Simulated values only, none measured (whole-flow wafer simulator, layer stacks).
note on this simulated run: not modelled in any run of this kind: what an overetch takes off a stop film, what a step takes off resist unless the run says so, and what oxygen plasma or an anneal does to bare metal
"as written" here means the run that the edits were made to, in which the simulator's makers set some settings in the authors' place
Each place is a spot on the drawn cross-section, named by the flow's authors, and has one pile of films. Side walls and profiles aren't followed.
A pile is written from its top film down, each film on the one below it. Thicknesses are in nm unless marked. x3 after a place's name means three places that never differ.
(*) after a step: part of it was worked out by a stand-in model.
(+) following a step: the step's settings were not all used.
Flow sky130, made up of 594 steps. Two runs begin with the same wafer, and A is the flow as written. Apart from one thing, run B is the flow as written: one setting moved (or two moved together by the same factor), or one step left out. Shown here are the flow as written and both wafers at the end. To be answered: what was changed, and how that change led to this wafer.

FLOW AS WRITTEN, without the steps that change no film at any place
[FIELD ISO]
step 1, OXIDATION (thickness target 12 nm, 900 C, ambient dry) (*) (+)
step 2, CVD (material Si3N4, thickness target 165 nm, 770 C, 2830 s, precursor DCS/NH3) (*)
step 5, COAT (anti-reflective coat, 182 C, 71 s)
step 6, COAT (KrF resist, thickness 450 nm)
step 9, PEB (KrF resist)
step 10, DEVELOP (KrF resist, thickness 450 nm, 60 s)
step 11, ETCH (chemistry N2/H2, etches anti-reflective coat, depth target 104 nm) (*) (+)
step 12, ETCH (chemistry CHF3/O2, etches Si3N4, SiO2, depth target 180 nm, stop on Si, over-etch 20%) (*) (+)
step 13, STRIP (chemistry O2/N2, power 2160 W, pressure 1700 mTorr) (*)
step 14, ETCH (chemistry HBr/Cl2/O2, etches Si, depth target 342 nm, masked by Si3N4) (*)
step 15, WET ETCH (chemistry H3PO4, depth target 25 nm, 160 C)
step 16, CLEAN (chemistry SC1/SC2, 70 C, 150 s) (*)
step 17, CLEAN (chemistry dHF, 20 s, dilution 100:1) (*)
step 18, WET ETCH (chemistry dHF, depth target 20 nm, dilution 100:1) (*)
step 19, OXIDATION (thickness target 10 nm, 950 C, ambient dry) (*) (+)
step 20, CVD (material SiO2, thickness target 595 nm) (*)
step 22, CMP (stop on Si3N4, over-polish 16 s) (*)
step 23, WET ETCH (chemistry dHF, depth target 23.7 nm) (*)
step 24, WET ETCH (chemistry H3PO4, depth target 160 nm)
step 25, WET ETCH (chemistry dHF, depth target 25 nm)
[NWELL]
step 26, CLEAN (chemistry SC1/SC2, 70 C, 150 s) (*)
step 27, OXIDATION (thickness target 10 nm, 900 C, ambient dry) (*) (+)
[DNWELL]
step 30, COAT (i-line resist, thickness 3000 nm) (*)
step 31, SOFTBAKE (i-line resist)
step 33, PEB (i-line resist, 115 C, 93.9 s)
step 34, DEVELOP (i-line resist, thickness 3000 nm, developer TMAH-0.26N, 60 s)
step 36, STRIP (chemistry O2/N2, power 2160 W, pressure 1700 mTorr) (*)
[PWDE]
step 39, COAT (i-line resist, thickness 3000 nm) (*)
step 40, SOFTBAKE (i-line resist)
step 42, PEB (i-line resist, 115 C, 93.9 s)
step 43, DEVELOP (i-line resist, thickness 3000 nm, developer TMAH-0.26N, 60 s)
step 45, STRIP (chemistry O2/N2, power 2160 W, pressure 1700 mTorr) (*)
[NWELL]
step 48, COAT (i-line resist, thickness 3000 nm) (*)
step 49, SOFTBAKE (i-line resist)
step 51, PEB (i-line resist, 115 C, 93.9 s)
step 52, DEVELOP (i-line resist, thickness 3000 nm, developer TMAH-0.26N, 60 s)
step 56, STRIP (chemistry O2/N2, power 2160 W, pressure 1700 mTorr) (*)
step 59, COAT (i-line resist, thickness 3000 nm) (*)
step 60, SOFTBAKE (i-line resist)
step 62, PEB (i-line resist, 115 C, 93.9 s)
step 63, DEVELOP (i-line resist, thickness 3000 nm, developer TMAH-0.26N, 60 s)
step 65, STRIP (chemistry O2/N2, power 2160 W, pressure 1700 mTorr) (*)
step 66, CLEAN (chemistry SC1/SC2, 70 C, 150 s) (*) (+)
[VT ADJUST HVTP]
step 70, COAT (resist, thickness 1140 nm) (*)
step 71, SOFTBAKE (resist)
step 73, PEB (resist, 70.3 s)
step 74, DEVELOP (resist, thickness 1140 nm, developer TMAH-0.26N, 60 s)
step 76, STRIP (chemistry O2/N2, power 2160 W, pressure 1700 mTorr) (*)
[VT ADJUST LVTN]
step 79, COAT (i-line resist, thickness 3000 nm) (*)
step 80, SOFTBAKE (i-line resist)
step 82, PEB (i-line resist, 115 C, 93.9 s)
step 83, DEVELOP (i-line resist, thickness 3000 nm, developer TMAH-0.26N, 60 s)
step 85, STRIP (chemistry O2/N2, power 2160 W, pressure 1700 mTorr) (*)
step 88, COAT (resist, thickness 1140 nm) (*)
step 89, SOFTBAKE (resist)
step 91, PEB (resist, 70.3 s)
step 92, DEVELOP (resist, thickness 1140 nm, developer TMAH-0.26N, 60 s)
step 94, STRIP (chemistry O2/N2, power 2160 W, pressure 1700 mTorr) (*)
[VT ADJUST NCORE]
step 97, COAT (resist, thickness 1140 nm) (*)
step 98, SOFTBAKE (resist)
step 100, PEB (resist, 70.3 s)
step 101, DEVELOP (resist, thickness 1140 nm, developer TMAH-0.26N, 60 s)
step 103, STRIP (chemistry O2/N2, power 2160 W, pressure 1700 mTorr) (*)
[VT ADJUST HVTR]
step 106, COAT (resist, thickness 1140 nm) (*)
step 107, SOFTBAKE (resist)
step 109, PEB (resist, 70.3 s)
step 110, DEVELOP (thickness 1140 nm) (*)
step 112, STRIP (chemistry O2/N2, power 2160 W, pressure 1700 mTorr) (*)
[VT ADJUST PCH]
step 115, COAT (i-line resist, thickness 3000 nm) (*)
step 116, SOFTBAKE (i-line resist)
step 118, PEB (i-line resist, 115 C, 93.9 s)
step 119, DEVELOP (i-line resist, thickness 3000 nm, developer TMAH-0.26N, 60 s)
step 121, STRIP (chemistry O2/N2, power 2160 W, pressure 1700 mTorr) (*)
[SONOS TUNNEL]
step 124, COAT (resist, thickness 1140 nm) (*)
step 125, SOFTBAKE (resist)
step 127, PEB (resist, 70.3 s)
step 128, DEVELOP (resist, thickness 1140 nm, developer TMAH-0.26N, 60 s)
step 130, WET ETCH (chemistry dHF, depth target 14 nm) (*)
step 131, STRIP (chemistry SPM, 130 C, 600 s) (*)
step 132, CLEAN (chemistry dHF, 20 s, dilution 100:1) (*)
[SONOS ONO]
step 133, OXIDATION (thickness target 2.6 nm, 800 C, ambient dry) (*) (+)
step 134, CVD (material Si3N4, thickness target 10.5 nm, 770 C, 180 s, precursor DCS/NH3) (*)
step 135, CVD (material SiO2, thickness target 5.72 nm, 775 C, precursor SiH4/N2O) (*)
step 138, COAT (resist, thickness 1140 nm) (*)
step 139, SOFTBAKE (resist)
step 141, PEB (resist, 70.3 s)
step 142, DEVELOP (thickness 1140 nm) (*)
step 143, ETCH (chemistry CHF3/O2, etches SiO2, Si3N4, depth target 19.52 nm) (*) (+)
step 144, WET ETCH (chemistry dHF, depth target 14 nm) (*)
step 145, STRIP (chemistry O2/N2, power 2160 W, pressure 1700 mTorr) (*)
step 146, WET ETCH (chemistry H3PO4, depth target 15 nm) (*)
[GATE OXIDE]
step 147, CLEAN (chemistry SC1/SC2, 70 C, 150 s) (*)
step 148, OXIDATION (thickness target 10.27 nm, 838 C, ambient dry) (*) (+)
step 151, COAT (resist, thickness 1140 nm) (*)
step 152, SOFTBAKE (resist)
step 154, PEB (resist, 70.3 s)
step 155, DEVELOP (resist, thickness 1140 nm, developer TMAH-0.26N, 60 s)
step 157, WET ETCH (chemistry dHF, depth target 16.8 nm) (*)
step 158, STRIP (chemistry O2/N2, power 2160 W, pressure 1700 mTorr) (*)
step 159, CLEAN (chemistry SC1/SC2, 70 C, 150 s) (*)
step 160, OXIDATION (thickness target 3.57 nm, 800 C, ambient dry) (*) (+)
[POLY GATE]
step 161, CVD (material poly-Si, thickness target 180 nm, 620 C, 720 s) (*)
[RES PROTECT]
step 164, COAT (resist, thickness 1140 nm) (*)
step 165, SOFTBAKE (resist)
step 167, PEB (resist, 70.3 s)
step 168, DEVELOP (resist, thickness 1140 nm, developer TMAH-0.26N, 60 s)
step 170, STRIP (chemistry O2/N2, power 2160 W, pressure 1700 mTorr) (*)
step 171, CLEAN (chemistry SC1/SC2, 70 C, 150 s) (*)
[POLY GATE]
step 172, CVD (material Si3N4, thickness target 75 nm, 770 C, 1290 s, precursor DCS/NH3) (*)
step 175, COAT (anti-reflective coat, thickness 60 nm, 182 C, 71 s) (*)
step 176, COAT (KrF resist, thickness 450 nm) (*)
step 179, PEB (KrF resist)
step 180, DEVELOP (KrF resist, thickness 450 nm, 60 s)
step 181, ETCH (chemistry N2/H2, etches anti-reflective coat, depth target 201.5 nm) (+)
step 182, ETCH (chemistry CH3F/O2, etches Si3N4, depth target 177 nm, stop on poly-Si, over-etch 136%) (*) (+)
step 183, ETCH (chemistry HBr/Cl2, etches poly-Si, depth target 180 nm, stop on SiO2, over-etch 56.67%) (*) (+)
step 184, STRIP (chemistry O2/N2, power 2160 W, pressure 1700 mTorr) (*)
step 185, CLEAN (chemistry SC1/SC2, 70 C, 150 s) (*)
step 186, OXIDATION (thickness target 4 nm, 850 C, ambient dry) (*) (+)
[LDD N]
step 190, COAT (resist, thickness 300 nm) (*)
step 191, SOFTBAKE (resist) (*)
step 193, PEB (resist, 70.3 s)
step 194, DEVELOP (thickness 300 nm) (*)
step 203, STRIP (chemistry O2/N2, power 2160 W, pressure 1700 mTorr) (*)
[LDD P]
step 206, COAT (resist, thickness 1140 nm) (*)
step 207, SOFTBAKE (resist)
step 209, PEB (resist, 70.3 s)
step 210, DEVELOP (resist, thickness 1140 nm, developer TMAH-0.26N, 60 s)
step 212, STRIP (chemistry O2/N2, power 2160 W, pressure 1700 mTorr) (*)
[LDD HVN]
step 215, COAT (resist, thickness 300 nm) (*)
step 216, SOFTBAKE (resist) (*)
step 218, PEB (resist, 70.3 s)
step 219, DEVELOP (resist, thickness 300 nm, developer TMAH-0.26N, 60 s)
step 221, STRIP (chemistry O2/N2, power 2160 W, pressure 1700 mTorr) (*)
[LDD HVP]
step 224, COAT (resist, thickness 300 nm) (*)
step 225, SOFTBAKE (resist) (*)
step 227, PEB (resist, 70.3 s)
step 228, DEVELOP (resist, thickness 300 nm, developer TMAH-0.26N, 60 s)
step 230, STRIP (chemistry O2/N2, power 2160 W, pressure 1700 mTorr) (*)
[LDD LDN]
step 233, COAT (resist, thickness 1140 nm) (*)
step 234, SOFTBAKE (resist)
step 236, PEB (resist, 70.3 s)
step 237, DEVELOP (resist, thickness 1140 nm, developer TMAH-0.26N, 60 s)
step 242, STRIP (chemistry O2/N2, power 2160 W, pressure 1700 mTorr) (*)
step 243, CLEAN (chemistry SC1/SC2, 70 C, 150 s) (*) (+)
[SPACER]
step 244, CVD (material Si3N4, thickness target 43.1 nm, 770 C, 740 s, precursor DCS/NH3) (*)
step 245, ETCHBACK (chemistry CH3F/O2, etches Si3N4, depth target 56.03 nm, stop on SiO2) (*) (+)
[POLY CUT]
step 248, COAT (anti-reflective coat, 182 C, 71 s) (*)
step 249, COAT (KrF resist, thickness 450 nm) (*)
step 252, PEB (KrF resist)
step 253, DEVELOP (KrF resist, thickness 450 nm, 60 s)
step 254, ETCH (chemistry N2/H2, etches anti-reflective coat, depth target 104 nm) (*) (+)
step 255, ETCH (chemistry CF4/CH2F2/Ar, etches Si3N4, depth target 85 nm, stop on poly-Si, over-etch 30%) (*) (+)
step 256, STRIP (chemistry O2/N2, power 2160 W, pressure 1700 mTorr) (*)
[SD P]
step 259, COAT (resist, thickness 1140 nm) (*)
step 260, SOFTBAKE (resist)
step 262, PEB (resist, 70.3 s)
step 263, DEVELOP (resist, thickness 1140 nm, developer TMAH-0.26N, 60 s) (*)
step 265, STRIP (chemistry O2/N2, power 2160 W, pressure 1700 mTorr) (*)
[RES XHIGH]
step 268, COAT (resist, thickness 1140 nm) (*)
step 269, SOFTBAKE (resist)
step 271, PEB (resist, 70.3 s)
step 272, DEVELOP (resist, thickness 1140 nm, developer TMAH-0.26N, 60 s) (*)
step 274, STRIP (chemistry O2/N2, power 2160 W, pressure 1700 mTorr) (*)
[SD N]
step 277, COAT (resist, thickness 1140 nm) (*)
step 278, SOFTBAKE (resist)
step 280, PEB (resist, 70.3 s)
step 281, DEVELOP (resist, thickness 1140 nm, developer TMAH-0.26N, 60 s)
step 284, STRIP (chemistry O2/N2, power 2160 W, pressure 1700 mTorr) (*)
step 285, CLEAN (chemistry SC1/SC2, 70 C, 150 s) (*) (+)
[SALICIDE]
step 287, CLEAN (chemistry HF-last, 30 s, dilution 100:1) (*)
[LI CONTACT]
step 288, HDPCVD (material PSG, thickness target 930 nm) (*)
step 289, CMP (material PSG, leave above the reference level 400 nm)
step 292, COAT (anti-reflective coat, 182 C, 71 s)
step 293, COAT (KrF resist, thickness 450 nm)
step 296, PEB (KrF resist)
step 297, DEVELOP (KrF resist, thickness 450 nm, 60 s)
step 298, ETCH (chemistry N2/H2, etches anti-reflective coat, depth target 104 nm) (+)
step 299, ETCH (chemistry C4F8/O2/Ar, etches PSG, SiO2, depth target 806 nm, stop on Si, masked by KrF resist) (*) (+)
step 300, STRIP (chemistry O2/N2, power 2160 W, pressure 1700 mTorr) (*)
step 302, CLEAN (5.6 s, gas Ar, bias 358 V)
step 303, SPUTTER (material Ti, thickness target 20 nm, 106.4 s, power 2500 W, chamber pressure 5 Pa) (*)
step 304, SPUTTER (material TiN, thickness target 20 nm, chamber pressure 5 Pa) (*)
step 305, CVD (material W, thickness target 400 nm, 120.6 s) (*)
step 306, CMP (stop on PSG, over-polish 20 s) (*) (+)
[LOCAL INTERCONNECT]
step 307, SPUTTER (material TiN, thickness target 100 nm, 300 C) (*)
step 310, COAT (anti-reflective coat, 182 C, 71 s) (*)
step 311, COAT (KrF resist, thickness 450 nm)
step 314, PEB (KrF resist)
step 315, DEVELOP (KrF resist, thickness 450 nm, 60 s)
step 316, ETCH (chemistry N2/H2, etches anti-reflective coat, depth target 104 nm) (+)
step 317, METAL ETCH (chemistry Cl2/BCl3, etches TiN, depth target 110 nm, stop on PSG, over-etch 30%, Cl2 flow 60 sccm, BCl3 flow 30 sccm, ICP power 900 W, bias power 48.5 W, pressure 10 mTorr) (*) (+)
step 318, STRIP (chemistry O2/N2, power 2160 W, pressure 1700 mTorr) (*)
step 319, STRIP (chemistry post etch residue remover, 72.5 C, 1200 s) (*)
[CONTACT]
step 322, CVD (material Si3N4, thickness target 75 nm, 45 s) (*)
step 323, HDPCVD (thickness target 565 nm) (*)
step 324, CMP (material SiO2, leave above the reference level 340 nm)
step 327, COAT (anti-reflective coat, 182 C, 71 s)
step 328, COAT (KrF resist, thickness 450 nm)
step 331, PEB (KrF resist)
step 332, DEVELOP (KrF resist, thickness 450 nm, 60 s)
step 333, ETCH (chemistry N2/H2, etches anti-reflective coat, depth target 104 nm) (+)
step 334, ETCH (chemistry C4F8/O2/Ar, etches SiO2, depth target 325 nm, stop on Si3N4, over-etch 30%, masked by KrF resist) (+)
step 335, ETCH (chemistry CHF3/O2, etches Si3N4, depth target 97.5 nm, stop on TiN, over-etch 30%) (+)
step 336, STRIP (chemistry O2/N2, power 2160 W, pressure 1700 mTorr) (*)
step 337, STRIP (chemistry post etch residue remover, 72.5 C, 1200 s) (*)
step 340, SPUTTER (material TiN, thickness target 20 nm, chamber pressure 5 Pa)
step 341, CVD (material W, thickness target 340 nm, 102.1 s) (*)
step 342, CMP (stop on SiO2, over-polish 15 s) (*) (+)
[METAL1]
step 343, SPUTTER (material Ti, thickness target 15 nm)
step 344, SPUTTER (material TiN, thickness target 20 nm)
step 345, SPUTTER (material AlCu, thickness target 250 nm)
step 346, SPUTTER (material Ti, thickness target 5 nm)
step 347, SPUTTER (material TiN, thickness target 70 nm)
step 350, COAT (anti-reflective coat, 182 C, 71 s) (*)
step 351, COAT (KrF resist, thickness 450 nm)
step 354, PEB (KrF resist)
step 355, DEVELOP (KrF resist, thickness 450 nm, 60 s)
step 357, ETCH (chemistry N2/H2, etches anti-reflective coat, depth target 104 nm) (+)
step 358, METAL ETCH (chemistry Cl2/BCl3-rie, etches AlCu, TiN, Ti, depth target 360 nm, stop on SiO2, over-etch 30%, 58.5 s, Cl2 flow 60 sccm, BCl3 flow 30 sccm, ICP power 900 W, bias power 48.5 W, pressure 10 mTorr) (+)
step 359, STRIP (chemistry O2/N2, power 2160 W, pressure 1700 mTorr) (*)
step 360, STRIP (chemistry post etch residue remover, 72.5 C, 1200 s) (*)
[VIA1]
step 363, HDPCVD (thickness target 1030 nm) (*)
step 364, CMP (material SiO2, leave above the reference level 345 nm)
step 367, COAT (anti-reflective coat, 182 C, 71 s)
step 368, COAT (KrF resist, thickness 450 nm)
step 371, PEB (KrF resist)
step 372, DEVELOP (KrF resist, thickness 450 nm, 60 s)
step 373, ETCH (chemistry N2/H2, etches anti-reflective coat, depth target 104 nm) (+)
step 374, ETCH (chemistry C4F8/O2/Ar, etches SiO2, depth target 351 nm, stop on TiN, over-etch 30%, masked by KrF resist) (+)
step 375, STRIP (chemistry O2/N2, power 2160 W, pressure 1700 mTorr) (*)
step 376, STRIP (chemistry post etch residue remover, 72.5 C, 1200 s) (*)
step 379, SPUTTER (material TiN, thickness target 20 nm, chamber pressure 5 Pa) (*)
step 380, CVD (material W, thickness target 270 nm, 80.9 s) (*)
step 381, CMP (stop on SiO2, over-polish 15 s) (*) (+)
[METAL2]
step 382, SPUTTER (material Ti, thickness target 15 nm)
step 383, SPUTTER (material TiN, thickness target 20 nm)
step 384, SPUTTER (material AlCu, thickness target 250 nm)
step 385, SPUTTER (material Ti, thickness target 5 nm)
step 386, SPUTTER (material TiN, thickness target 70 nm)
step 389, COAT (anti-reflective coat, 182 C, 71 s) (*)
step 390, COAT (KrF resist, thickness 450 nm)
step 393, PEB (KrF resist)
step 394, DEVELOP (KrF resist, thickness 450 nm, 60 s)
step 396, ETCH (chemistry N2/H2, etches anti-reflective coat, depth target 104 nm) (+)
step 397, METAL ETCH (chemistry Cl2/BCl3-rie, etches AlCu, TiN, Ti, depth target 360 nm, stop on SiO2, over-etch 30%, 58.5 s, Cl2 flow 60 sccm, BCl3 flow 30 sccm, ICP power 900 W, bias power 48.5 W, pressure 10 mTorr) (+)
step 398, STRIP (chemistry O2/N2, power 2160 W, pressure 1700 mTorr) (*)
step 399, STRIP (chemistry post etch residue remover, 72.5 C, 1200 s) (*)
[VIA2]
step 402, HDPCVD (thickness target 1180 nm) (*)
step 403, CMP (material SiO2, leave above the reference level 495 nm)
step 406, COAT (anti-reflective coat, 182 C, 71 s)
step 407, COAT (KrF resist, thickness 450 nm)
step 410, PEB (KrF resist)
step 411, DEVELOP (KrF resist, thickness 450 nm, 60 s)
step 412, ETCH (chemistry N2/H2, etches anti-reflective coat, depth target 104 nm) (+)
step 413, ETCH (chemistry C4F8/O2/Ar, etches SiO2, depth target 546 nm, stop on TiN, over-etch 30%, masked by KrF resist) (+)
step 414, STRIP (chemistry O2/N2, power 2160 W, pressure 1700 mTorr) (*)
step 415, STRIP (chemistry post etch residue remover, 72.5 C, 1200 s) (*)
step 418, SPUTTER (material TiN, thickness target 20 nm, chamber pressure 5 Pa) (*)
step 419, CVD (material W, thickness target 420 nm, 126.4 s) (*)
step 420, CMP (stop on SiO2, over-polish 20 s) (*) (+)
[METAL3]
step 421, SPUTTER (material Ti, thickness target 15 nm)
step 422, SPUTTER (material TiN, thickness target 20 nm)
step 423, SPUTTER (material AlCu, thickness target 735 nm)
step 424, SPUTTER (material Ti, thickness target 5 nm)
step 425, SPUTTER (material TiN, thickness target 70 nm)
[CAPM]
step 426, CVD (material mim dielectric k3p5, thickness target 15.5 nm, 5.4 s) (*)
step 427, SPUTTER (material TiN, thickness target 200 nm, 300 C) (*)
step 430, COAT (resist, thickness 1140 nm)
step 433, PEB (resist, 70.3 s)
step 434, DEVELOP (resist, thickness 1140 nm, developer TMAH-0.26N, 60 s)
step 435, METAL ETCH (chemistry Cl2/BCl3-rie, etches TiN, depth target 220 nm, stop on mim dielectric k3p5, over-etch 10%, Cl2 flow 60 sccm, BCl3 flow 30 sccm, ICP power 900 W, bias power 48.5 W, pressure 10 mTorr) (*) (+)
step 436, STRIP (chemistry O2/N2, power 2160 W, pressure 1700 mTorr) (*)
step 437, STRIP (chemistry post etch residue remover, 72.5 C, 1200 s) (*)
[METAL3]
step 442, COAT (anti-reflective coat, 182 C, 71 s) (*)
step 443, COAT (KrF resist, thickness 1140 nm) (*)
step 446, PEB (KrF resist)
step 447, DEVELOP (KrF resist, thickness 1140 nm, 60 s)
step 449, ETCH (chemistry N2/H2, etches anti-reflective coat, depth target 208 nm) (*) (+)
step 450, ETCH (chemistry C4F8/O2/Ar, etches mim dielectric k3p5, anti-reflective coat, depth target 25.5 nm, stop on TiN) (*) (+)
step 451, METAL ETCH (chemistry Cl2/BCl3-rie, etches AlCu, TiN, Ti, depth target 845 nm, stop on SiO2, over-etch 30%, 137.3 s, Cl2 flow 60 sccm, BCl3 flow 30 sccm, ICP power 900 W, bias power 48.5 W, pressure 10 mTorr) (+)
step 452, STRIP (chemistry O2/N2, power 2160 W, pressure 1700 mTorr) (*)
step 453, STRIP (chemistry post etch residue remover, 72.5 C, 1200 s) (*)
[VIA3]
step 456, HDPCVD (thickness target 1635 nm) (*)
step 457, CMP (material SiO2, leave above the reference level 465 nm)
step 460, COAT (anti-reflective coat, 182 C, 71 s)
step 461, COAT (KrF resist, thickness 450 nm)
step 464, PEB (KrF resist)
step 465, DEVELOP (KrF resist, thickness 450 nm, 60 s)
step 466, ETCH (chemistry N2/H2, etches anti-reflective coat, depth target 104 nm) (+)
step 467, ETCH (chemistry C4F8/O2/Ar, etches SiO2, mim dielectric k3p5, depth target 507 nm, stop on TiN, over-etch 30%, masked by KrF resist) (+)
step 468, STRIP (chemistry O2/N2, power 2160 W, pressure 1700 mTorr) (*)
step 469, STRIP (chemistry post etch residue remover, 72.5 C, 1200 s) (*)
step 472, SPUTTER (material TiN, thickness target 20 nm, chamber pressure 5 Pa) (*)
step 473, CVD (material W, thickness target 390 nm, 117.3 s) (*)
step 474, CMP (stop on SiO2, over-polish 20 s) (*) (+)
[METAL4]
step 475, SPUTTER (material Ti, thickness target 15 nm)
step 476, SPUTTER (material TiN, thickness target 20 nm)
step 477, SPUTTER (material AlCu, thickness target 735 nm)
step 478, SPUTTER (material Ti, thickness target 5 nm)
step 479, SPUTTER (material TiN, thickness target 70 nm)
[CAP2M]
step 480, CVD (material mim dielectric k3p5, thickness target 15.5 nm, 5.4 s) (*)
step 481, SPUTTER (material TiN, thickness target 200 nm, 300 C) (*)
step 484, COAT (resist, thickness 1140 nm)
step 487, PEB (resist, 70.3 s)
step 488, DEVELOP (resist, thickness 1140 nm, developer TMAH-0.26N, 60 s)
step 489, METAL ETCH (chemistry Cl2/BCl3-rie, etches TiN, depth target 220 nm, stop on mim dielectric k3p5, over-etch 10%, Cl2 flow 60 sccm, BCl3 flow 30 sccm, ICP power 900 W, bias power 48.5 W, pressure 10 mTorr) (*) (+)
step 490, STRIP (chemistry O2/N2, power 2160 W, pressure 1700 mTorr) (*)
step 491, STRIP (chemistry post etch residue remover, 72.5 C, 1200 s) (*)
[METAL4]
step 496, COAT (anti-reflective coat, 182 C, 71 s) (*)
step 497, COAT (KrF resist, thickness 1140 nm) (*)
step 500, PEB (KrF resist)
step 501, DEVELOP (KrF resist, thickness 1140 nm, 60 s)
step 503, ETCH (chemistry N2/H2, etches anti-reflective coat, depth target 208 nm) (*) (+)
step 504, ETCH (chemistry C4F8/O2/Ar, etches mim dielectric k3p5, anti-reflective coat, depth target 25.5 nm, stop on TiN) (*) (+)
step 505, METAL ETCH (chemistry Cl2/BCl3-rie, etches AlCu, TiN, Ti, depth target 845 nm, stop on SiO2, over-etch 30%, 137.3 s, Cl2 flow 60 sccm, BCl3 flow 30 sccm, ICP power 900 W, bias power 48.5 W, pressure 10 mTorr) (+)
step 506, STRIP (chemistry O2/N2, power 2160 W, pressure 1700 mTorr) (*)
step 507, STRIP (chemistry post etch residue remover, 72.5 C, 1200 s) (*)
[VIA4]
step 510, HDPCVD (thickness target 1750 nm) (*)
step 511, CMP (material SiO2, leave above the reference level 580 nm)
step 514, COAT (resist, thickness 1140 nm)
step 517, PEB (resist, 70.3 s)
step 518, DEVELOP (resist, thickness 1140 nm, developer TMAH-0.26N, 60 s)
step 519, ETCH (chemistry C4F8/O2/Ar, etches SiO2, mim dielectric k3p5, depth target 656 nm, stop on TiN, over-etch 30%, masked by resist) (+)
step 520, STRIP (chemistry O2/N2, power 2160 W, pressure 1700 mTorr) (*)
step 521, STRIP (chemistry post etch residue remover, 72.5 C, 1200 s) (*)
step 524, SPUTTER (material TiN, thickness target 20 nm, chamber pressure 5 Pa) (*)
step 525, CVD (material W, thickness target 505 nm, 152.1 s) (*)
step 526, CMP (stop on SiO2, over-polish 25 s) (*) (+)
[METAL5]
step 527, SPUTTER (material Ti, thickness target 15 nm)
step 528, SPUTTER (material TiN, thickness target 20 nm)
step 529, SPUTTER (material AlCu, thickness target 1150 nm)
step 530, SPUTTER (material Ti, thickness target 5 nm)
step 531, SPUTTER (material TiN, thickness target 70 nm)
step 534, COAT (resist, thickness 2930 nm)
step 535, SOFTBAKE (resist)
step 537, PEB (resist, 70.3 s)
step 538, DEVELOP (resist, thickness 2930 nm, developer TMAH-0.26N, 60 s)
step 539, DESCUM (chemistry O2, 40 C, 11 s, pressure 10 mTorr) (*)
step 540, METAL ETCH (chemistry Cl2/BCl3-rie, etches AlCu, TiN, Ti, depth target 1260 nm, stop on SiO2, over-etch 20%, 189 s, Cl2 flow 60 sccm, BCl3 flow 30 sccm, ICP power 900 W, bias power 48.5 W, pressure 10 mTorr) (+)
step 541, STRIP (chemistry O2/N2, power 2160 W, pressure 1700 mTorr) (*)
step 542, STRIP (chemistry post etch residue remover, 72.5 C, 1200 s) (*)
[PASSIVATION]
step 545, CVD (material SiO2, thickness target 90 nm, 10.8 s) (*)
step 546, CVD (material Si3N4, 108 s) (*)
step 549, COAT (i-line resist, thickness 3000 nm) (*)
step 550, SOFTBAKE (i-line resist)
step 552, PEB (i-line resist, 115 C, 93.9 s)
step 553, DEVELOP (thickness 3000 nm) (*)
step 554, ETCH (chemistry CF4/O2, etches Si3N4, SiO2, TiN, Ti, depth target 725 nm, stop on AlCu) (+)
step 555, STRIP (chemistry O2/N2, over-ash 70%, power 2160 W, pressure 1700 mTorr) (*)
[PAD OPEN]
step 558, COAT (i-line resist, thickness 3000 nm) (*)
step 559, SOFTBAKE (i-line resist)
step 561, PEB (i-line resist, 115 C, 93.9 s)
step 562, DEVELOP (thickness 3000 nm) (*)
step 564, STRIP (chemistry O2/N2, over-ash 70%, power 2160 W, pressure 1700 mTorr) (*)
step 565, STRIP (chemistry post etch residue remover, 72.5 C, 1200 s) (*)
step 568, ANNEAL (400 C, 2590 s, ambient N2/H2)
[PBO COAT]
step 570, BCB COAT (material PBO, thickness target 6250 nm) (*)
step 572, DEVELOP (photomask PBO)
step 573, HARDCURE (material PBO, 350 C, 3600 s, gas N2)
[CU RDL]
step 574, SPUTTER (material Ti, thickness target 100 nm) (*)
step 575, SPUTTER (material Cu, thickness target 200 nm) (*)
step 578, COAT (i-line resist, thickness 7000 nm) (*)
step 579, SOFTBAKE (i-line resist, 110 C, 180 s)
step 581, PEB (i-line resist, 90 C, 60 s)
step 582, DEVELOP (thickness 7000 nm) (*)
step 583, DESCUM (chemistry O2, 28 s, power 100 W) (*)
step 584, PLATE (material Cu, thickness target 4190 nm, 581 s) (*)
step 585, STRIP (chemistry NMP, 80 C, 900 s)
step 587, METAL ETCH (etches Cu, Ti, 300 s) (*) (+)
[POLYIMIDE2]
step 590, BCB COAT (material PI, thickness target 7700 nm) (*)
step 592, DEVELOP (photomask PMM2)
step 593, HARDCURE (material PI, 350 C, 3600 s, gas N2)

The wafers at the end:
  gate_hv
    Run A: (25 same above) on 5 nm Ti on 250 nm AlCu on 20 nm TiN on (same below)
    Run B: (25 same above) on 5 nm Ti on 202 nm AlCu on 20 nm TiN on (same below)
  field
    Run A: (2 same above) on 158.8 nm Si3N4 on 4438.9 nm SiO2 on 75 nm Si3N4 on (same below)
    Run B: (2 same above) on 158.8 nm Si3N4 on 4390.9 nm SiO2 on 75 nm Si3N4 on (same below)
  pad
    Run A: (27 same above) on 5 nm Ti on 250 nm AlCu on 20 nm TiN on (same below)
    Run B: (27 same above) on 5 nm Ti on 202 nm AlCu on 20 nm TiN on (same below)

Cause: step 345, SPUTTER: thickness target 202 nm was run, whereas the flow has thickness target 250 nm.
One can read it off the wafer: gate_hv has AlCu 202, and step 345 as written asks for 250 nm.

How this came from the change, step by step:
  step 345, SPUTTER (material AlCu, thickness target 250 nm)
      field, active, n_well and 188 more: A +250 AlCu (new film) | B +202 AlCu (new film)
  step 358, METAL ETCH (chemistry Cl2/BCl3-rie, etches AlCu, TiN, Ti, depth target 360 nm, stop on SiO2, over-etch 30%, 58.5 s, Cl2 flow 60 sccm, BCl3 flow 30 sccm, ICP power 900 W, bias power 48.5 W, pressure 10 mTorr) (+)
      field, active, gate and 81 more: A -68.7 TiN (all of it), -5 Ti (all of it), -250 AlCu (all of it), -20 TiN (all of it), -15 Ti (all of it), -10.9 SiO2 | B -68.7 TiN (all of it), -5 Ti (all of it), -202 AlCu (all of it), -20 TiN (all of it), -15 Ti (all of it), -15.7 SiO2
  step 364, CMP (material SiO2, leave above the reference level 345 nm)
      field, active, gate and 81 more: A -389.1 SiO2 | B -432.3 SiO2
